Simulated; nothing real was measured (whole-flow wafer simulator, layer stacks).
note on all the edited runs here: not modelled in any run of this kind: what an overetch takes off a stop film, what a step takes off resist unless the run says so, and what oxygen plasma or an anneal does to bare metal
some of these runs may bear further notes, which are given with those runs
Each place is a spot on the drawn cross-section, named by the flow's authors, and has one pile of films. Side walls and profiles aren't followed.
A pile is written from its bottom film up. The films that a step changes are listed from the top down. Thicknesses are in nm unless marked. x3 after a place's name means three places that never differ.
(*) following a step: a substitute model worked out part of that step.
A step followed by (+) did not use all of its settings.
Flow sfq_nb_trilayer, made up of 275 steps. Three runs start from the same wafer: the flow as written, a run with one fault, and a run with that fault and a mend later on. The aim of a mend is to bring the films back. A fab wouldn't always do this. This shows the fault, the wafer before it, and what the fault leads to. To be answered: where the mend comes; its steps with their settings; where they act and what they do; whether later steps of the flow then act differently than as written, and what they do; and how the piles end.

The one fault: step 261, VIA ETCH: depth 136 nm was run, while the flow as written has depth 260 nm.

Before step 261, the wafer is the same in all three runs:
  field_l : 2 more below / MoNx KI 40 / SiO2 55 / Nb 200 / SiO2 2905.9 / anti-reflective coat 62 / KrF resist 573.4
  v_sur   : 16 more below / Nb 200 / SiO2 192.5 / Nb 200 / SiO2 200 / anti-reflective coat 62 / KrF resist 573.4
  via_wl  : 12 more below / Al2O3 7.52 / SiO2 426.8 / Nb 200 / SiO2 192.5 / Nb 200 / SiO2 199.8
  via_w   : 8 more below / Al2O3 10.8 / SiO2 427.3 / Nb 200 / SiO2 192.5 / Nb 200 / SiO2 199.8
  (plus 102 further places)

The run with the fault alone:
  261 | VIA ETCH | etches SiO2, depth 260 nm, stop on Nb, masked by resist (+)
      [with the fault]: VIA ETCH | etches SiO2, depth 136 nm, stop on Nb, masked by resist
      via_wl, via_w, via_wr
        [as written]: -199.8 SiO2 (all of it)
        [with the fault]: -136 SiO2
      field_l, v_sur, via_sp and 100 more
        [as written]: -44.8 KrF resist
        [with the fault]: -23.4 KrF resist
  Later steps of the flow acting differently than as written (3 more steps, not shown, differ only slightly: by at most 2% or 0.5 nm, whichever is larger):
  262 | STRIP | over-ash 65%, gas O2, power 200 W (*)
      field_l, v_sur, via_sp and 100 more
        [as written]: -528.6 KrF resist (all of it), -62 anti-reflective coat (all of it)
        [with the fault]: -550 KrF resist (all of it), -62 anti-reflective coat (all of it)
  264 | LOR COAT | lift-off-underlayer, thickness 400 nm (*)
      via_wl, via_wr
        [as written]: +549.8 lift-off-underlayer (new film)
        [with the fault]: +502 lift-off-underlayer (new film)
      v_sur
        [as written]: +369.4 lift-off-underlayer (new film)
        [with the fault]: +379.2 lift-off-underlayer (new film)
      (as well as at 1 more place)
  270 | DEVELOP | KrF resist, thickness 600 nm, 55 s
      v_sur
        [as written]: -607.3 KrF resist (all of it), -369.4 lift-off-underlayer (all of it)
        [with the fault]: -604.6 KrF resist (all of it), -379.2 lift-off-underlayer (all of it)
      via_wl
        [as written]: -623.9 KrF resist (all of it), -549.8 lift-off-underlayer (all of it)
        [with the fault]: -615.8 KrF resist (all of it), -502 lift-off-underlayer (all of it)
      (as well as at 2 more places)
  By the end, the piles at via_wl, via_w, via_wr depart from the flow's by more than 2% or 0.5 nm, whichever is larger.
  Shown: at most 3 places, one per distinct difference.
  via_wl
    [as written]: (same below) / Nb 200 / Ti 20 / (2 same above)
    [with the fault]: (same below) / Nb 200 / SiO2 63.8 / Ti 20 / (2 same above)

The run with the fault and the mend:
  After step 261 comes the mend.
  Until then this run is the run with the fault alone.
  261a | VIA ETCH | etches SiO2, depth 124 nm, stop on Nb, masked by resist (+) (the flow's step 261, run once more with other settings)
      field_l, v_sur, via_sp and 100 more
        -16.5 KrF resist
      via_wl, via_w, via_wr
        -63.8 SiO2 (all of it)
  Every later step of the flow that is run acts as written, at every place that is followed, to within 2% or 0.5 nm, whichever is larger.
  The piles end the same as the flow's at every place that both follow.
